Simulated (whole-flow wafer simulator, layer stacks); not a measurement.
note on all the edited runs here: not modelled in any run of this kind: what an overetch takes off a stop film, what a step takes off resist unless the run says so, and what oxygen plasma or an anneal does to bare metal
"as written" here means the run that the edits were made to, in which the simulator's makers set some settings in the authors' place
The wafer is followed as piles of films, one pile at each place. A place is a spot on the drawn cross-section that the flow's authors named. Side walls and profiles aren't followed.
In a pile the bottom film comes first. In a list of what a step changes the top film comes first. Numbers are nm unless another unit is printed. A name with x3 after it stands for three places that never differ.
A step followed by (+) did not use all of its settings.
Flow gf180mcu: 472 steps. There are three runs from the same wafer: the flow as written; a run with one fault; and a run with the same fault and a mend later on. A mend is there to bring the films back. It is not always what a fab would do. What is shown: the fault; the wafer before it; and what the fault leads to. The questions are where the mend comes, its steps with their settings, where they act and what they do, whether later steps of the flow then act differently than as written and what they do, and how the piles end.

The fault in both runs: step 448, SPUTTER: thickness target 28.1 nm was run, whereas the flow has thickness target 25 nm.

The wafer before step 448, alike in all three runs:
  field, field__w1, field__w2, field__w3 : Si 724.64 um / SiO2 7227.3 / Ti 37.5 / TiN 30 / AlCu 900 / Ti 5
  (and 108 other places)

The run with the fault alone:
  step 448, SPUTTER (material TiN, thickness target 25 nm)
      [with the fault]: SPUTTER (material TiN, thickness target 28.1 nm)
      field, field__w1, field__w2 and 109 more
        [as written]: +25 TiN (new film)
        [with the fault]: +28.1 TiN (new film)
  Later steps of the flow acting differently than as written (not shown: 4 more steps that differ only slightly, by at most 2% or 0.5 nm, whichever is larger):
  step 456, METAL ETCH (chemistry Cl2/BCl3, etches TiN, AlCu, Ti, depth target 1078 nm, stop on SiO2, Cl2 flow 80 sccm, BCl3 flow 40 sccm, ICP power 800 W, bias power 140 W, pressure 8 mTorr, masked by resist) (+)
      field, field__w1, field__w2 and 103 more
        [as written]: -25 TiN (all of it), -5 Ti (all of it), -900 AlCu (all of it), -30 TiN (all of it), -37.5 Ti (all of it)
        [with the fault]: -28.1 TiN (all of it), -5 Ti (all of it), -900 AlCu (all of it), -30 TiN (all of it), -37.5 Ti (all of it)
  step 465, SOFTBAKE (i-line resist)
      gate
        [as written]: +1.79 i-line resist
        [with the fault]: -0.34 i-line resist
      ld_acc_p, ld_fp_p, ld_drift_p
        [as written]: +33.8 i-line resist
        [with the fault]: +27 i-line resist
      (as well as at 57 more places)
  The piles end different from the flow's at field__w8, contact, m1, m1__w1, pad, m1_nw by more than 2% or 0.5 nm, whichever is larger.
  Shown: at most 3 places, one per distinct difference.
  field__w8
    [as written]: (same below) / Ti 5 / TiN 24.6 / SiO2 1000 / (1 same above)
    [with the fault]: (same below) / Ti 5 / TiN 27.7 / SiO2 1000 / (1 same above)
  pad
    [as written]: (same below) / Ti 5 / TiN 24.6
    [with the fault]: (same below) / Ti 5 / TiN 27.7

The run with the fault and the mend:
  The mend stands after step 448.
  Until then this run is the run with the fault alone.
  step 448a, METAL ETCH (chemistry Cl2/BCl3, etches TiN, AlCu, Ti, depth target 3.1 nm, Cl2 flow 80 sccm, BCl3 flow 40 sccm, ICP power 800 W, bias power 140 W, pressure 8 mTorr) (a further turn of the flow's step 260, with different settings)
      field, field__w1, field__w2 and 109 more
        -3.1 TiN
  Every later step of the flow that is run acts as written at every place that is followed.
  The piles end the same as the flow's at every place that both follow.
